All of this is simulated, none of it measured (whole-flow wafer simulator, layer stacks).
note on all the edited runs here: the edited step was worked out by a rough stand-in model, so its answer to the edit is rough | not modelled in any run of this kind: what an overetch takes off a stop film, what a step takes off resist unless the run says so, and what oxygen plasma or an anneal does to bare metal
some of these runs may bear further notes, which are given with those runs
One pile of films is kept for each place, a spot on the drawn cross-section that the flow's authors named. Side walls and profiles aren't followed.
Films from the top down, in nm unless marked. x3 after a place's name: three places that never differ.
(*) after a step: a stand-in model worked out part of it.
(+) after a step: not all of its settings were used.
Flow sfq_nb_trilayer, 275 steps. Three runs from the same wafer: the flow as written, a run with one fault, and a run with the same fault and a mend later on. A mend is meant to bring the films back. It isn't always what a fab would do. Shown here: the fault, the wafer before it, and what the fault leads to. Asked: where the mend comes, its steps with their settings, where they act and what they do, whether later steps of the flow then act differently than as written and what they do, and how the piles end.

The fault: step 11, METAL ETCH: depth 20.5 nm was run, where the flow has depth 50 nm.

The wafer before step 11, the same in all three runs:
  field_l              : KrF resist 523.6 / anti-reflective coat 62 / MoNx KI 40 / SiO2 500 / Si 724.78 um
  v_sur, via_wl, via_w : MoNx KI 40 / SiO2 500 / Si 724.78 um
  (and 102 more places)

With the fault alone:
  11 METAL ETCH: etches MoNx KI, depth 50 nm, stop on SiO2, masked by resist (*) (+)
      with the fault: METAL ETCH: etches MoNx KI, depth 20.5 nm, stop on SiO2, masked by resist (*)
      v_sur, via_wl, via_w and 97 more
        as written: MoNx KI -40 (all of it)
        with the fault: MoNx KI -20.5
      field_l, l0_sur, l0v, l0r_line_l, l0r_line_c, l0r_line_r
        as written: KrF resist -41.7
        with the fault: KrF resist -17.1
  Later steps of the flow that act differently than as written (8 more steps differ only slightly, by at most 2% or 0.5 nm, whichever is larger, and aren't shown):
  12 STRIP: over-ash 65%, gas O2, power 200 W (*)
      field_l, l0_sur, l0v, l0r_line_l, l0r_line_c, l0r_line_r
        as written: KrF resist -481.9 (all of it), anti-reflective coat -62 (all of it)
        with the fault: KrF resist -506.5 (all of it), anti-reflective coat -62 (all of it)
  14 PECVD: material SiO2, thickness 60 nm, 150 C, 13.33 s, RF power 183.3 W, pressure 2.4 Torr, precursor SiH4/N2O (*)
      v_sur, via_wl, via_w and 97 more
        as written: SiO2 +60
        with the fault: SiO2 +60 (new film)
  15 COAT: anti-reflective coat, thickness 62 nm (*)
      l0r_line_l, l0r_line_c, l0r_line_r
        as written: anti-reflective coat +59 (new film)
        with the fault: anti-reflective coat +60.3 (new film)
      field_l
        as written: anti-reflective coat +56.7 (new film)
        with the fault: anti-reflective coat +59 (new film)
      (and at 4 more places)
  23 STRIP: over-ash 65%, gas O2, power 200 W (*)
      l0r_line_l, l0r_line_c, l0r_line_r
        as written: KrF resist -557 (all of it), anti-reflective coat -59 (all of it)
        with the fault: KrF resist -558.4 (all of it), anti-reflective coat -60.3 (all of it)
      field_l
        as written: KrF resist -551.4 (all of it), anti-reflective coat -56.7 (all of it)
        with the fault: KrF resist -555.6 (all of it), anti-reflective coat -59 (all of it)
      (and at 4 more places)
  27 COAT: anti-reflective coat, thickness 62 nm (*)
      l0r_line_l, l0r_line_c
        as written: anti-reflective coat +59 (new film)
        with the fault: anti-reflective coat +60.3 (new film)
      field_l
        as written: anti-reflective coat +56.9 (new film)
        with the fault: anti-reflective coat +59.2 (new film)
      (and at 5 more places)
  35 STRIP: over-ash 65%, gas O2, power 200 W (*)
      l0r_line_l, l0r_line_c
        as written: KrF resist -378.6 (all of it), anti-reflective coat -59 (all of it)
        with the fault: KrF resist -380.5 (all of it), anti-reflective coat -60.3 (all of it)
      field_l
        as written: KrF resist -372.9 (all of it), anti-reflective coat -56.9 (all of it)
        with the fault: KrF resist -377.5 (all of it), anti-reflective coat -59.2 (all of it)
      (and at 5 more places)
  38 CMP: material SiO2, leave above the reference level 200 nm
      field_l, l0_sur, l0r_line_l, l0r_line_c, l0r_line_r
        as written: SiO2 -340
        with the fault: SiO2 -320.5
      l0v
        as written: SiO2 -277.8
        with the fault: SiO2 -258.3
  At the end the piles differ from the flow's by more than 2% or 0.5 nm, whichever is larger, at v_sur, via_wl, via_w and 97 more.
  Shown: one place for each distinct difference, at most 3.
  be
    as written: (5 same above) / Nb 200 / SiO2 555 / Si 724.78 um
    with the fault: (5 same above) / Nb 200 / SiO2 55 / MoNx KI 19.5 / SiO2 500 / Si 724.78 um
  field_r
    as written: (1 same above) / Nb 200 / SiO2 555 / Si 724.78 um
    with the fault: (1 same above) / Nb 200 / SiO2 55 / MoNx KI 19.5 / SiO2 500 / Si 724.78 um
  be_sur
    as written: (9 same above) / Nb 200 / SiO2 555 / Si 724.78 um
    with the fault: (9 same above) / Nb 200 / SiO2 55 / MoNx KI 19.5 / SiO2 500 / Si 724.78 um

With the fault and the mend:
  The mend comes after step 12.
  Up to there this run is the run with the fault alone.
  12a COAT: anti-reflective coat, thickness 62 nm (*) (the flow's step 4 once more)
      p4_fl x3, p4_w1 x9, p4_g1 x2 and 59 more
        anti-reflective coat +62 (new film)
      wire, be, be_sur and 13 more
        anti-reflective coat +62.9 (new film)
      via_sp, via_v, ln_m5
        anti-reflective coat +63 (new film)
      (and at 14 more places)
  12b COAT: KrF resist, thickness 600 nm (*) (the flow's step 5 once more)
      p4_fl x3, p4_w1 x9, p4_g1 x2 and 59 more
        KrF resist +600 (new film)
      gap, jj_sur, ce_l and 6 more
        KrF resist +603.4 (new film)
      be, be_sur, r_end, moat
        KrF resist +603.5 (new film)
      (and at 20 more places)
  12c SOFTBAKE: KrF resist (the flow's step 6 once more)
      changes no film at any place that is followed
  12d EXPOSE: photomask L0, dose 11.59 mJ/cm2, NA 0.6, wavelength 248 nm (*) (the flow's step 7 once more)
      changes no film at any place that is followed
  12e PEB: KrF resist, 90 s (the flow's step 8 once more)
      l0_sur, p4_fl x3, p4_w1 x9 and 64 more
        KrF resist -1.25
      v_sur, via_wr, via_sp and 20 more
        KrF resist -1.26
      via_wl, via_w, lsp_r, l0r_space_c
        KrF resist -1.27
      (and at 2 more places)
  12f DEVELOP: KrF resist, thickness 600 nm, 60 s (the flow's step 9 once more)
      p4_fl x3, p4_w1 x9, p4_g1 x2 and 59 more
        KrF resist -598.7 (all of it)
      field_l, l0_sur, l0v, l0r_line_l, l0r_line_c, l0r_line_r
        KrF resist -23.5
      ce_l, c5j, ce_r, sp_r, be_r, r_sur
        KrF resist -602.1 (all of it)
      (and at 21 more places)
  12g METAL ETCH: etches anti-reflective coat, depth 125 nm, masked by resist (*) (+) (the flow's step 10 once more)
      p4_fl x3, p4_w1 x9, p4_g1 x2 and 59 more
        anti-reflective coat -62 (all of it)
      wire, be, be_sur and 13 more
        anti-reflective coat -62.9 (all of it)
      field_l, l0_sur, l0v, l0r_line_l, l0r_line_c, l0r_line_r
        KrF resist -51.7
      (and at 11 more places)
  12h METAL ETCH: etches MoNx KI, depth 29.5 nm, stop on SiO2, masked by resist (+) (the flow's step 11 once more, with other settings)
      v_sur, via_wl, via_w and 97 more
        MoNx KI -19.5 (all of it)
      field_l, l0_sur, l0v, l0r_line_l, l0r_line_c, l0r_line_r
        KrF resist -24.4
  12i STRIP: over-ash 65%, gas O2, power 200 W (*) (the flow's step 12 once more)
      l0r_line_l, l0r_line_c, l0r_line_r
        KrF resist -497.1 (all of it), anti-reflective coat -60.2 (all of it)
      field_l
        KrF resist -494.5 (all of it), anti-reflective coat -58.8 (all of it)
      l0_sur
        KrF resist -495.5 (all of it), anti-reflective coat -57.3 (all of it)
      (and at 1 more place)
  No later step of the flow acts differently than as written at any place that is followed.
  At the end the piles are the same as the flow's at every place that both follow.
